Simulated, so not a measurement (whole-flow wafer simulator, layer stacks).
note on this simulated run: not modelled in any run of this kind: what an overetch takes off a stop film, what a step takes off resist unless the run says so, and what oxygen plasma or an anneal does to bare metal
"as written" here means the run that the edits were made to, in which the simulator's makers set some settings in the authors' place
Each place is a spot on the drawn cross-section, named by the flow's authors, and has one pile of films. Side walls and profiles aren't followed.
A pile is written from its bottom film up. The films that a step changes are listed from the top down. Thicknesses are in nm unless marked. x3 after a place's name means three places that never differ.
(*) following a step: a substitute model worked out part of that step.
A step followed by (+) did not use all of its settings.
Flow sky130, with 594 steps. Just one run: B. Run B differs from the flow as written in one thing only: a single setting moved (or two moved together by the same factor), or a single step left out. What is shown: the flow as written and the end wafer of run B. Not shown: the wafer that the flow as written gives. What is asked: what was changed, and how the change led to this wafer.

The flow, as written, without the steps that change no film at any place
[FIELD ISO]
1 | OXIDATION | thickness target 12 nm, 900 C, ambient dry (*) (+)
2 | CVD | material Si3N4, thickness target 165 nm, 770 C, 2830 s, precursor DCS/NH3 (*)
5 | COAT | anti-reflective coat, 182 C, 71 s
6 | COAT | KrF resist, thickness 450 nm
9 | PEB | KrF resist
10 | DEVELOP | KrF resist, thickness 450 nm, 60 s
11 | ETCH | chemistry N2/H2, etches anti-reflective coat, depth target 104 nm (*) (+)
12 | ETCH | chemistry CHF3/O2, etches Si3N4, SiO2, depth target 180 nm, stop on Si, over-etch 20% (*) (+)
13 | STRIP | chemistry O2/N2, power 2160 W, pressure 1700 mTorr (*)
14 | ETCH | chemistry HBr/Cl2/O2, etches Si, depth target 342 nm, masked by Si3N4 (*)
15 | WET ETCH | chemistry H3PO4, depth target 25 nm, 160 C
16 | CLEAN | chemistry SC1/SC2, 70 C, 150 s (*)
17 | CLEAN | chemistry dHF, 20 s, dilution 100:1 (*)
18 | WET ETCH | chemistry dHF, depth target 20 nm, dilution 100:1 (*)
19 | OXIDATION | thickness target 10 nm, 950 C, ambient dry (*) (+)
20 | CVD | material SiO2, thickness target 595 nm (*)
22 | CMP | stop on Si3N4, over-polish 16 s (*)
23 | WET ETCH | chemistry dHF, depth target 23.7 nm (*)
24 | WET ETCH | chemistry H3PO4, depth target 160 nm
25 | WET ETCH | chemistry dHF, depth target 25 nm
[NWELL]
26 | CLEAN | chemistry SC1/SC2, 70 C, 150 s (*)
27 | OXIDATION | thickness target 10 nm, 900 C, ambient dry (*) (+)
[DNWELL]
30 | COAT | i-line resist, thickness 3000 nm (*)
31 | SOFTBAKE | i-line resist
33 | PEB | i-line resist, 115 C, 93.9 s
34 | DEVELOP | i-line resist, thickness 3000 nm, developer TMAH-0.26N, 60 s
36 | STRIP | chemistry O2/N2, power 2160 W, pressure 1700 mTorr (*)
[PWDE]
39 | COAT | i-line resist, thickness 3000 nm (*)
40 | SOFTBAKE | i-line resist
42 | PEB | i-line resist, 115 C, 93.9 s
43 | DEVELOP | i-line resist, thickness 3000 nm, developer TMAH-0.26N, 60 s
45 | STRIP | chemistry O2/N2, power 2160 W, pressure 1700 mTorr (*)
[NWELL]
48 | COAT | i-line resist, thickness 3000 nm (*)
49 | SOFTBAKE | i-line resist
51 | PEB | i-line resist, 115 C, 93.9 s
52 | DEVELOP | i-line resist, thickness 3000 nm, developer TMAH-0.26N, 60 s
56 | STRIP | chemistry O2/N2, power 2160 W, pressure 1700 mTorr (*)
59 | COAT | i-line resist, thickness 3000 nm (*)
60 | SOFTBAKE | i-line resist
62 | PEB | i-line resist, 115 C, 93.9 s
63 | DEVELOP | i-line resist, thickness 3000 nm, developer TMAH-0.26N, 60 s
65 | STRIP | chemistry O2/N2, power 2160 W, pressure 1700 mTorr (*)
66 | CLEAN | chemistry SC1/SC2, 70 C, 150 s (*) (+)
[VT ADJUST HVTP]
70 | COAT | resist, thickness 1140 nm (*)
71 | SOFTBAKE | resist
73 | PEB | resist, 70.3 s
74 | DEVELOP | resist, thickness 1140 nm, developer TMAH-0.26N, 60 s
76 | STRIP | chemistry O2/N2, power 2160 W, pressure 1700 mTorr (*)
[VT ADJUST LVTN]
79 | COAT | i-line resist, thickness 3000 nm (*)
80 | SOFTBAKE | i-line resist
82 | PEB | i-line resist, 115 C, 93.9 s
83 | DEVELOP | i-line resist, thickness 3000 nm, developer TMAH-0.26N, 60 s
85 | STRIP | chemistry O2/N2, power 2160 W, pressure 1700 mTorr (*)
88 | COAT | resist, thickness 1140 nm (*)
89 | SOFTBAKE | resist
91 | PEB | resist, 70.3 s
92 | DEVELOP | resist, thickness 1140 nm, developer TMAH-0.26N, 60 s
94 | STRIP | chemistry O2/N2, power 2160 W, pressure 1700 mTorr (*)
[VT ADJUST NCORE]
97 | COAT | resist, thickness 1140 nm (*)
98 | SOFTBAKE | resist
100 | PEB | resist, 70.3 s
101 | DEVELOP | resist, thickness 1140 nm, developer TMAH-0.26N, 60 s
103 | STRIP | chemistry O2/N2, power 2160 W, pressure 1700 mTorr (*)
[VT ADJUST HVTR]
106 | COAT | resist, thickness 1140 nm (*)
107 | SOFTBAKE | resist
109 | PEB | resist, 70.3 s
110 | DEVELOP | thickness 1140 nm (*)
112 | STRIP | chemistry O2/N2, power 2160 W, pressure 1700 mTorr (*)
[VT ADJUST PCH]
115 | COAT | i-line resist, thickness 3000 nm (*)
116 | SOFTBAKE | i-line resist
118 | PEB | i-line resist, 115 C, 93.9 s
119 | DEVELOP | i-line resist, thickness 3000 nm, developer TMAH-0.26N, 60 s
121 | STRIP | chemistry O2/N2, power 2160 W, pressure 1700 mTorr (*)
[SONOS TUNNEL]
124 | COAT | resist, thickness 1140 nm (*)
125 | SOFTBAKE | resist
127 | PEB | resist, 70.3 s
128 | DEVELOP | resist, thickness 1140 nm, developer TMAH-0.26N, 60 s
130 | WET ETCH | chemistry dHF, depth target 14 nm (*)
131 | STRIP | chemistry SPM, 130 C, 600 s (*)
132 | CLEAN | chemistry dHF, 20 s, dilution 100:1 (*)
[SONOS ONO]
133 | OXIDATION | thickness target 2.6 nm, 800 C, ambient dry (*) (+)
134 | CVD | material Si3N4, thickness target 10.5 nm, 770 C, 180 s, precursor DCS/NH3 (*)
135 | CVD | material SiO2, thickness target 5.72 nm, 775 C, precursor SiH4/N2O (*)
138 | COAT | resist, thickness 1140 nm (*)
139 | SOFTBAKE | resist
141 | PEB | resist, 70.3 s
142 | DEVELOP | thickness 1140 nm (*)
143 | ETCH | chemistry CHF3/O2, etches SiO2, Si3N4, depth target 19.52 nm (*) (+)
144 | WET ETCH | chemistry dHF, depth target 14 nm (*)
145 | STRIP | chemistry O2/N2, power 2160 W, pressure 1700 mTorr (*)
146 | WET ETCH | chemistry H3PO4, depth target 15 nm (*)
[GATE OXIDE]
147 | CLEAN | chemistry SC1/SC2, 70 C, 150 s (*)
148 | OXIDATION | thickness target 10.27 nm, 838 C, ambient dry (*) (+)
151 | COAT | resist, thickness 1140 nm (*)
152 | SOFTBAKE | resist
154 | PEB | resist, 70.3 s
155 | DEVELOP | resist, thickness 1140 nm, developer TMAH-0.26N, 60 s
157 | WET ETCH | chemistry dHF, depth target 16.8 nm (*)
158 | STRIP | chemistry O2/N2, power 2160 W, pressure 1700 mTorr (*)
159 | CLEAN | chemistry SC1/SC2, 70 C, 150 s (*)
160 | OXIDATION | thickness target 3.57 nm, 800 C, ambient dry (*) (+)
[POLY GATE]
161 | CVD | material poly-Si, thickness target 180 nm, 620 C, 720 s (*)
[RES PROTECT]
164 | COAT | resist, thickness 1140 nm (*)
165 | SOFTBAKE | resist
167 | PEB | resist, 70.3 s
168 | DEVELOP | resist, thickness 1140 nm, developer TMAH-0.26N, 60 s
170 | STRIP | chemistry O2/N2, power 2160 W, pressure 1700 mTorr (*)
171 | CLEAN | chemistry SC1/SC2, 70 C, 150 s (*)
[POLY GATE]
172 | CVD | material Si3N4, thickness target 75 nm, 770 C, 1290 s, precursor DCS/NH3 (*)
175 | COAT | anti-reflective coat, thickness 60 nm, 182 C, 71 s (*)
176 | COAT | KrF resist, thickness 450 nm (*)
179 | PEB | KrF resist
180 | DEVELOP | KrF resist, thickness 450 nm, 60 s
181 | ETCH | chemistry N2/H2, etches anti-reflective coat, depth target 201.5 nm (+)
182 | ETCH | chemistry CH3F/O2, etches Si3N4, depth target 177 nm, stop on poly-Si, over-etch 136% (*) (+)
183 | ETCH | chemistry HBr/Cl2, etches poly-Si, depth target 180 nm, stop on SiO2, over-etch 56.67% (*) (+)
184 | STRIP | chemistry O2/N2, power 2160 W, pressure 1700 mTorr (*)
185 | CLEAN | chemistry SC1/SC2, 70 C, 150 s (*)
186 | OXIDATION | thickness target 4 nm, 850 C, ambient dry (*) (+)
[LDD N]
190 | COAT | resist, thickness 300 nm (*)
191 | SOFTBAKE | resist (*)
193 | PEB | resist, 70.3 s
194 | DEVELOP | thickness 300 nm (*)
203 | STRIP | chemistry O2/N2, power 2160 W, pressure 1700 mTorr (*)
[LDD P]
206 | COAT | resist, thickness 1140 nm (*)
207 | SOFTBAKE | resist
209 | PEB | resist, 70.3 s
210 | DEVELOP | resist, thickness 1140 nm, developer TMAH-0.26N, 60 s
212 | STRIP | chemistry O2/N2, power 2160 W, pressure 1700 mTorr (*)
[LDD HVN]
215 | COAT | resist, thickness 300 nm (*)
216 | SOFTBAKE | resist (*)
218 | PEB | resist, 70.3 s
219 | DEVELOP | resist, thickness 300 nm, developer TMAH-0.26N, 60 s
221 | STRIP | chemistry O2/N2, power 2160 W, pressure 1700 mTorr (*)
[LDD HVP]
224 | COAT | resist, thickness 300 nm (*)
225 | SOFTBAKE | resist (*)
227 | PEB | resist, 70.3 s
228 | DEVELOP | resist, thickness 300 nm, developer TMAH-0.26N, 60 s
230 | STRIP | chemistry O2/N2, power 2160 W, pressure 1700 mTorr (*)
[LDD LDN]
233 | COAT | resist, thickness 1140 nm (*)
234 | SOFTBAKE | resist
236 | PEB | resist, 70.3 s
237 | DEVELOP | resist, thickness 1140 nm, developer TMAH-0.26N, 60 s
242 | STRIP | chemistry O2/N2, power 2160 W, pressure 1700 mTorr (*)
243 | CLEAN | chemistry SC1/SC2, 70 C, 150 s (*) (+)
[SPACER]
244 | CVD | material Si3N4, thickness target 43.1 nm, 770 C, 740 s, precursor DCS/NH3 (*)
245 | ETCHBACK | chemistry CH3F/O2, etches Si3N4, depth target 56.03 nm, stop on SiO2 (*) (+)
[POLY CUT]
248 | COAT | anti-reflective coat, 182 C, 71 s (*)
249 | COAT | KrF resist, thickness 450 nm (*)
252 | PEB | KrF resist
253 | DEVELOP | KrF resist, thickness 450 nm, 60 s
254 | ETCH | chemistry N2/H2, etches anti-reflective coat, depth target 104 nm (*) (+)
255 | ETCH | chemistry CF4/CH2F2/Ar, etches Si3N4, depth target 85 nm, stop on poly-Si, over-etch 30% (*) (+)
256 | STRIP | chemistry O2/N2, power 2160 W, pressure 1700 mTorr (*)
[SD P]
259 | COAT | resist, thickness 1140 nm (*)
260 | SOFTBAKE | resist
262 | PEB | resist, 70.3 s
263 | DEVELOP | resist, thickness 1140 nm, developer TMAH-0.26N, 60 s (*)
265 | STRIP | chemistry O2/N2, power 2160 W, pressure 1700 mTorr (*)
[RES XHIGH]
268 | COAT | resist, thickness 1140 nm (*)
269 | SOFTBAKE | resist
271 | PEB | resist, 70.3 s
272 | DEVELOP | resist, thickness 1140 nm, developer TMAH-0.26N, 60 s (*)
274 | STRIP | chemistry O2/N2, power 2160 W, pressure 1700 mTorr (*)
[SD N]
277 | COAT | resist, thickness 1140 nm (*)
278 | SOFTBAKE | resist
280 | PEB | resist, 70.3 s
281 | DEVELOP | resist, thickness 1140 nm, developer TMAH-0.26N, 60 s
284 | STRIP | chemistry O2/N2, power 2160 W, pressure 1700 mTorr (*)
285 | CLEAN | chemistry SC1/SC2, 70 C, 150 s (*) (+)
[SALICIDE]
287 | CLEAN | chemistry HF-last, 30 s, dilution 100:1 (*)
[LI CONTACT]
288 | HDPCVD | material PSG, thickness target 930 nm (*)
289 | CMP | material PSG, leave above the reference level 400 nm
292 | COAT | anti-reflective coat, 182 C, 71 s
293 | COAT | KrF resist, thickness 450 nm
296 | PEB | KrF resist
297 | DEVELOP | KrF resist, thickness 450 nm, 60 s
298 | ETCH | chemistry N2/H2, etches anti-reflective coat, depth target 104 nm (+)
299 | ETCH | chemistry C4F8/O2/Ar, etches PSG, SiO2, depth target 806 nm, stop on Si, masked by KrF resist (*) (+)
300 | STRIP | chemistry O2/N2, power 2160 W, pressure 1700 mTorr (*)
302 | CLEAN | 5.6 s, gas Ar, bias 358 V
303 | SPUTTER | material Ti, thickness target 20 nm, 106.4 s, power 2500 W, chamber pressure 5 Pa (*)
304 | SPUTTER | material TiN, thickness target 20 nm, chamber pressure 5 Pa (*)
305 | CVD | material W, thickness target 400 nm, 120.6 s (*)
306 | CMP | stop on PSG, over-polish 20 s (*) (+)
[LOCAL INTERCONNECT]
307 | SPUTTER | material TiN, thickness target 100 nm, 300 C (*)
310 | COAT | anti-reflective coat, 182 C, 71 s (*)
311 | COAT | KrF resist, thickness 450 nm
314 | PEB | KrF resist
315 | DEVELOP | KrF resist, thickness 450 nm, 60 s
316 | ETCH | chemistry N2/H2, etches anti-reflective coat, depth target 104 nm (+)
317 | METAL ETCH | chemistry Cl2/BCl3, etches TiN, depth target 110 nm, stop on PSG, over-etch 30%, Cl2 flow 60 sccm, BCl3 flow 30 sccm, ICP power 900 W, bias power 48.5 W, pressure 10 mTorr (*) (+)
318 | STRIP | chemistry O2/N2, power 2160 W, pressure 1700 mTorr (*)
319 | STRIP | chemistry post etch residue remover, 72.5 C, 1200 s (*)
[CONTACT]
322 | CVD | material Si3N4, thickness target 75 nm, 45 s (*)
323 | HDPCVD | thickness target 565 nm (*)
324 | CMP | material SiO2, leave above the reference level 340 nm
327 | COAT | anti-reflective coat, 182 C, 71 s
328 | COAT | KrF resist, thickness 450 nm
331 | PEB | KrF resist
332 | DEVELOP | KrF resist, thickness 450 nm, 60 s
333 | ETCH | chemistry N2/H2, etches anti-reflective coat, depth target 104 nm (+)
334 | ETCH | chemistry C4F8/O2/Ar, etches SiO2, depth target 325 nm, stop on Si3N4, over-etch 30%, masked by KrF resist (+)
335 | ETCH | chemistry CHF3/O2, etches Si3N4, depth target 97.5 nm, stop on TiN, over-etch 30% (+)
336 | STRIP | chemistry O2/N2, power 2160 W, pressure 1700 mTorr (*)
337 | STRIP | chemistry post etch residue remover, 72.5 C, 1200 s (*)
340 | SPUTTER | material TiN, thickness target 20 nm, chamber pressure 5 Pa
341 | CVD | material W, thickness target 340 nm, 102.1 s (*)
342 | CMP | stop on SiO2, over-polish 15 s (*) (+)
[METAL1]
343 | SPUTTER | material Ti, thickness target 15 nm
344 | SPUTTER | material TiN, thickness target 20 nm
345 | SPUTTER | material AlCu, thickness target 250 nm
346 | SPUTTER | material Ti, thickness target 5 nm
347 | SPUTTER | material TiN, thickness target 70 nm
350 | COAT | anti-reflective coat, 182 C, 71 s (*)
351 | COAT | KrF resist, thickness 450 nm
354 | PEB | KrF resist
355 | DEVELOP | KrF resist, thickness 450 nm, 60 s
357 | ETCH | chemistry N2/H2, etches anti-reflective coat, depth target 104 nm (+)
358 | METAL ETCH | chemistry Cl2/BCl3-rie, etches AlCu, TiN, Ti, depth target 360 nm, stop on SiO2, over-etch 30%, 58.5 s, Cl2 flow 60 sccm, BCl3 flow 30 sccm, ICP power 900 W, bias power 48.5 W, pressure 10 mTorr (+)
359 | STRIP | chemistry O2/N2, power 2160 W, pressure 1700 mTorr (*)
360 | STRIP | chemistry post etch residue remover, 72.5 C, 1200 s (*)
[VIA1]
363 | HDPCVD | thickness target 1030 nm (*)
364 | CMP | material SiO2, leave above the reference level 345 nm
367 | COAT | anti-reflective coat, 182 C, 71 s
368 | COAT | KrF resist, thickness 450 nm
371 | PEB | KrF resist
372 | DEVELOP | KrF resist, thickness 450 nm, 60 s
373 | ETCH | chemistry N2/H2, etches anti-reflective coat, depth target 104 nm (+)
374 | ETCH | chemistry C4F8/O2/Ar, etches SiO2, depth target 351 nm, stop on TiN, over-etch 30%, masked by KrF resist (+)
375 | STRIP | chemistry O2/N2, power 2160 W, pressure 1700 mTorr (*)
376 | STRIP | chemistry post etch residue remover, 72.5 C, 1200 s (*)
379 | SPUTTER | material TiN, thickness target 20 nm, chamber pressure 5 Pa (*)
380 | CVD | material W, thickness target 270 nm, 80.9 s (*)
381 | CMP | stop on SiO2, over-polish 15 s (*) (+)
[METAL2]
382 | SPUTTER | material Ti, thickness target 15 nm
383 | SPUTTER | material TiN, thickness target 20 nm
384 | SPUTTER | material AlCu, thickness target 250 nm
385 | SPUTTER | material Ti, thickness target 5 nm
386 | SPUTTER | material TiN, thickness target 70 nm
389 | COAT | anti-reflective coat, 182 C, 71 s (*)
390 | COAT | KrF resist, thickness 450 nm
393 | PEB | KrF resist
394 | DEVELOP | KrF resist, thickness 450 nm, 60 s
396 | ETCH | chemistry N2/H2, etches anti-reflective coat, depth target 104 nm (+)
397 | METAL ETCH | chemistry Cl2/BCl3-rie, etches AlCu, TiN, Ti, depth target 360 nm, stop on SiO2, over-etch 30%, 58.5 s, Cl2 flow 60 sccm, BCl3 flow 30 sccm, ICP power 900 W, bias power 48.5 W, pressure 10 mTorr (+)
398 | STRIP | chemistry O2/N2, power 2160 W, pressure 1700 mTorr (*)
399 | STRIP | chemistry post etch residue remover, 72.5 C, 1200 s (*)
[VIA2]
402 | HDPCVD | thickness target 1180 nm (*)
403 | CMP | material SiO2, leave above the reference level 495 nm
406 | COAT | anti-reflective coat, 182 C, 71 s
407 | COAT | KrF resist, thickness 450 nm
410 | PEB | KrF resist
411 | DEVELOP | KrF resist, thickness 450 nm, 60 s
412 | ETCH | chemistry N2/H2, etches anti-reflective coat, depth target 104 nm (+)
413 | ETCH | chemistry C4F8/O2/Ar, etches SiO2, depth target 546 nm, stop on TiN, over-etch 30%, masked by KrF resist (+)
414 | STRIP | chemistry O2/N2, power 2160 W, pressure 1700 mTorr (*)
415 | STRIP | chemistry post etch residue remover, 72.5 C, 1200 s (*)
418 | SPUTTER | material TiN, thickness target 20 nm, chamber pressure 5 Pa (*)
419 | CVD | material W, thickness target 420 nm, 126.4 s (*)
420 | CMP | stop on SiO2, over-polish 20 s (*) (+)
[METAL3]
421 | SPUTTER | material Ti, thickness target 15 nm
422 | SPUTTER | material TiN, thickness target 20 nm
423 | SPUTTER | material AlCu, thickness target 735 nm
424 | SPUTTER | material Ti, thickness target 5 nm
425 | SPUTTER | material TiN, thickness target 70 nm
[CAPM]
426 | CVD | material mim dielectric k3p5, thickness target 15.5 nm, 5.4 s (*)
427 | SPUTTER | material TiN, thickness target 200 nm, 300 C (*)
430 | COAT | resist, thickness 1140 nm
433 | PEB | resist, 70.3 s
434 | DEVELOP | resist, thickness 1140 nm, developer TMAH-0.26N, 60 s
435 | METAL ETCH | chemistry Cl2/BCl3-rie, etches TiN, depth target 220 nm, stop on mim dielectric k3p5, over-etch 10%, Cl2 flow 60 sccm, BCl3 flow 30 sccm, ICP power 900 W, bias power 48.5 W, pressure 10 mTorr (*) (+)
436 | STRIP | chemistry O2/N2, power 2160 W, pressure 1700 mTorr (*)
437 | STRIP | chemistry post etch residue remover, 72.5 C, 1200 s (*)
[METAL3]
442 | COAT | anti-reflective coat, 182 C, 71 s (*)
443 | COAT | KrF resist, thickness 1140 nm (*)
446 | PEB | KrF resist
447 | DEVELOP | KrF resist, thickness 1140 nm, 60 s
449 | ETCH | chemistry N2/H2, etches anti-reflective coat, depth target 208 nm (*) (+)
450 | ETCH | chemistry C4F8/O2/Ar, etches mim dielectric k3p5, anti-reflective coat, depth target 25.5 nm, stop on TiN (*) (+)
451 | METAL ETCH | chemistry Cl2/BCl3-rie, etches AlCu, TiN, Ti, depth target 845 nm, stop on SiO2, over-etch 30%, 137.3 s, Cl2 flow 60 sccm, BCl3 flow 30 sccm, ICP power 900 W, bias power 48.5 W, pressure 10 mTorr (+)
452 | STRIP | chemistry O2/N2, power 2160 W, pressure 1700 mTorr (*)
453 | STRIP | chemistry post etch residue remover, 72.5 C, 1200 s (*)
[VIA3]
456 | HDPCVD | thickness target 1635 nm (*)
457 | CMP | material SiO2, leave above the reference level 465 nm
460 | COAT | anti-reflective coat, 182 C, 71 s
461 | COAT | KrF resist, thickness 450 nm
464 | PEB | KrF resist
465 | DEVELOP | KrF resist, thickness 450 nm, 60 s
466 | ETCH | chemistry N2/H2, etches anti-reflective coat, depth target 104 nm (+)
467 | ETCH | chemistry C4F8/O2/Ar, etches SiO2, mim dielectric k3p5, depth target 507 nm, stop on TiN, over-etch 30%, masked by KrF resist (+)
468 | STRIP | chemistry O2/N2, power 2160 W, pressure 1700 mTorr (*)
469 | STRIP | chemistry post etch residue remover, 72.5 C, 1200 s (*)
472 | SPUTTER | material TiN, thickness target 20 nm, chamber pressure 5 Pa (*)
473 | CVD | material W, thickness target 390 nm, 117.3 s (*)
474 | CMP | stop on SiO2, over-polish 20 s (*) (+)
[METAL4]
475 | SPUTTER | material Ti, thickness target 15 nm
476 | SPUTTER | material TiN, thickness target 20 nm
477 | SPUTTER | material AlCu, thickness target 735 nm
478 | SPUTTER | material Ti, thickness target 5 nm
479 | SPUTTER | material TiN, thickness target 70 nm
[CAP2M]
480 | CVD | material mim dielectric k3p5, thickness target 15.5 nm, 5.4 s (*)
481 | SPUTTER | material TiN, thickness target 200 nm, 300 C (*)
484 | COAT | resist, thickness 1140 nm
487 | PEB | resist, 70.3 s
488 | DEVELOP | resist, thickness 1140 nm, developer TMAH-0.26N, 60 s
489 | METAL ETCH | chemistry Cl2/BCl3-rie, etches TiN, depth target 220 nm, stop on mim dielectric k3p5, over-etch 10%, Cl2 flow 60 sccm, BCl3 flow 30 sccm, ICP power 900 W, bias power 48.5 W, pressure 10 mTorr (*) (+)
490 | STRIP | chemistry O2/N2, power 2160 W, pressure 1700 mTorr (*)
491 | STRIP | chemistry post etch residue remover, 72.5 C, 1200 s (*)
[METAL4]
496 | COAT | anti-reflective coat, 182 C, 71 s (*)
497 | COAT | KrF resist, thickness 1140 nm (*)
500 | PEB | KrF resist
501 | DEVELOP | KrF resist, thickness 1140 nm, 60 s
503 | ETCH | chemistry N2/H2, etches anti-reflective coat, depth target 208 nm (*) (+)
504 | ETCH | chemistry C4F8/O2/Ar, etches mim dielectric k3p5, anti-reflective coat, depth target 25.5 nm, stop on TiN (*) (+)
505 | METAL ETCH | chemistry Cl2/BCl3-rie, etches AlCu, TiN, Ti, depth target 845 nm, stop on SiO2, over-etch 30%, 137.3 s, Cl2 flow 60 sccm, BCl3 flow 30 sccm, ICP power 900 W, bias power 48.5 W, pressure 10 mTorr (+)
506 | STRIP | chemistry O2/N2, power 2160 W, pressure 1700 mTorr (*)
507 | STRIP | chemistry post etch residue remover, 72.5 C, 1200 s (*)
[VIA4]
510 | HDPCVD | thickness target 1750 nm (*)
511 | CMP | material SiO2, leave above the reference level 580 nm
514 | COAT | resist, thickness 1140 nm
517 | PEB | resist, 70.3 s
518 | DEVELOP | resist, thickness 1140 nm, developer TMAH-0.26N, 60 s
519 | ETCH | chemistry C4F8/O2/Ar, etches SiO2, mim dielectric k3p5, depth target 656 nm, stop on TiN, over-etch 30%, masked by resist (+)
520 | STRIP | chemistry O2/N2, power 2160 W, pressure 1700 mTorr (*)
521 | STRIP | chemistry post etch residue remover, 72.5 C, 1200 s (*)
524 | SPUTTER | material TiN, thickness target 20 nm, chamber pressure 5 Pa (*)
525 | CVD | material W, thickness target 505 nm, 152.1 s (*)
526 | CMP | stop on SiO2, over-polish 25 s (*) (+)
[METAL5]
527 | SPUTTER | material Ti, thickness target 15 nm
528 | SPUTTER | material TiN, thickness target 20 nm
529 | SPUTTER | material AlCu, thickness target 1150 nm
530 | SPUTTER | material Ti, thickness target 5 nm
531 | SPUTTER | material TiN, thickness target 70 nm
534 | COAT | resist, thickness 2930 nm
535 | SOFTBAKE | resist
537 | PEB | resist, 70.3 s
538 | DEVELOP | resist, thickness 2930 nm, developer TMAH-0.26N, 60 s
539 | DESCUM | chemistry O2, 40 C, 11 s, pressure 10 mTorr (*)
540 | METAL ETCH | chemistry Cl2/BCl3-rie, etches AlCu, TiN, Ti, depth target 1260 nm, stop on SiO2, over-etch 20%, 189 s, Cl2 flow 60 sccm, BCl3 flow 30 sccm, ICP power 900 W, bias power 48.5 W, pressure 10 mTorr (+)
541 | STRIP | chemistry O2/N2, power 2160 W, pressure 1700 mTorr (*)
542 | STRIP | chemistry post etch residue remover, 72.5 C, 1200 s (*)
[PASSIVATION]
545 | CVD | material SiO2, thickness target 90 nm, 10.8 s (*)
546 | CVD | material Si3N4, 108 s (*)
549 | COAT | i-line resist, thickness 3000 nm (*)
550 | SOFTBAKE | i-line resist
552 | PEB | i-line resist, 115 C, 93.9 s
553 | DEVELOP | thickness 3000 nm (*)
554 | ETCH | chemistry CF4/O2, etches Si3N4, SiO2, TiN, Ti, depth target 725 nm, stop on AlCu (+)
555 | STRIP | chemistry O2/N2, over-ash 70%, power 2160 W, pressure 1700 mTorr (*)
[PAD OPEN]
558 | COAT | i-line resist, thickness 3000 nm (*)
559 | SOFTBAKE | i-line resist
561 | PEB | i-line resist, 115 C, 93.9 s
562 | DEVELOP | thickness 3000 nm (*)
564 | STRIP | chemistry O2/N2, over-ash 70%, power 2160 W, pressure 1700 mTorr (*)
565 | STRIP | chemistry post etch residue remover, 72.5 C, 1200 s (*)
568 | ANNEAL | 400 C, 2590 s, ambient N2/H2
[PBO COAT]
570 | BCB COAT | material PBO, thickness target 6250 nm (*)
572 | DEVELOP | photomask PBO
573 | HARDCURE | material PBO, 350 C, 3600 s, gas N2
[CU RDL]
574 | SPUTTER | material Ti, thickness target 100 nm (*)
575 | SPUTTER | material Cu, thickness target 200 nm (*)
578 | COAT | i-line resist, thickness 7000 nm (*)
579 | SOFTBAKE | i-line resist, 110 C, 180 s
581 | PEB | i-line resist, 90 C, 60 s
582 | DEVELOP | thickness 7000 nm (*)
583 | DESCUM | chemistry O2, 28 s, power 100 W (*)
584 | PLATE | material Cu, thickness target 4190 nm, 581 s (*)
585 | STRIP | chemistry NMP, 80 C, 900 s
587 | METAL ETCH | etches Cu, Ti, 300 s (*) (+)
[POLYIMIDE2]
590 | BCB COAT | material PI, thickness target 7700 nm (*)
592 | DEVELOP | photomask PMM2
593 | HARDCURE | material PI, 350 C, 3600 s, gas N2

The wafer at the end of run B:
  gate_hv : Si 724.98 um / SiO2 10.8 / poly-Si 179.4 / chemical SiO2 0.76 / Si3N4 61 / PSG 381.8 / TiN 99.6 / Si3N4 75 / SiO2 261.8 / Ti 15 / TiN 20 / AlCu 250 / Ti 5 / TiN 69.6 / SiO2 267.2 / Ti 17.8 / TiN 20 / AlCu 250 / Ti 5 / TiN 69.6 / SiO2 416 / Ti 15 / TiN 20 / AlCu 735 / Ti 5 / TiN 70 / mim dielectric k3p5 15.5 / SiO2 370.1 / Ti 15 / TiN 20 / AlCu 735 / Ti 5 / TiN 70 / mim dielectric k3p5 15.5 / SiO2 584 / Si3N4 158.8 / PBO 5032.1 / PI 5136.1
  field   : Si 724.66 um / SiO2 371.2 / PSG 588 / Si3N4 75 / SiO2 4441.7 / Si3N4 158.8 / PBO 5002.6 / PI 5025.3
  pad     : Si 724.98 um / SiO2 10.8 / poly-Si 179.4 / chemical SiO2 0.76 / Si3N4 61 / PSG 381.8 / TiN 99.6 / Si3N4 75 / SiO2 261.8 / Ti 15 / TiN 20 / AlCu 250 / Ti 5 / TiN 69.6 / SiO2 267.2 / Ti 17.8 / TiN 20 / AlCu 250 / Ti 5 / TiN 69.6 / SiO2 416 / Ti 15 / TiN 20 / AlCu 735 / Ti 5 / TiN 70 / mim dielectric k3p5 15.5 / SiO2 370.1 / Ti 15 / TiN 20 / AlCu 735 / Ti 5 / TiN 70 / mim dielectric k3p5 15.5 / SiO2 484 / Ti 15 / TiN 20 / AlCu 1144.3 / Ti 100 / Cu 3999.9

What caused this: step 382, SPUTTER: thickness target 17.8 nm was run, while the flow as written has thickness target 15 nm.
The wafer lets one read it off: gate_hv has Ti 17.8, and step 382 as written asks for 15 nm.

Step by step, how the change led to this:
  382 | SPUTTER | material Ti, thickness target 15 nm
      field, active, n_well and 188 more: Ti gains 17.8 (new film) (it would be, as written: Ti gains 15 (new film))
  397 | METAL ETCH | chemistry Cl2/BCl3-rie, etches AlCu, TiN, Ti, depth target 360 nm, stop on SiO2, over-etch 30%, 58.5 s, Cl2 flow 60 sccm, BCl3 flow 30 sccm, ICP power 900 W, bias power 48.5 W, pressure 10 mTorr (+)
      field, active, gate and 82 more: TiN loses 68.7 (all of it), Ti loses 5 (all of it), AlCu loses 250 (all of it), TiN loses 20 (all of it), Ti loses 17.8 (all of it), SiO2 loses 10.7 (it would be, as written: TiN loses 68.7 (all of it), Ti loses 5 (all of it), AlCu loses 250 (all of it), TiN loses 20 (all of it), Ti loses 15 (all of it), SiO2 loses 10.9)
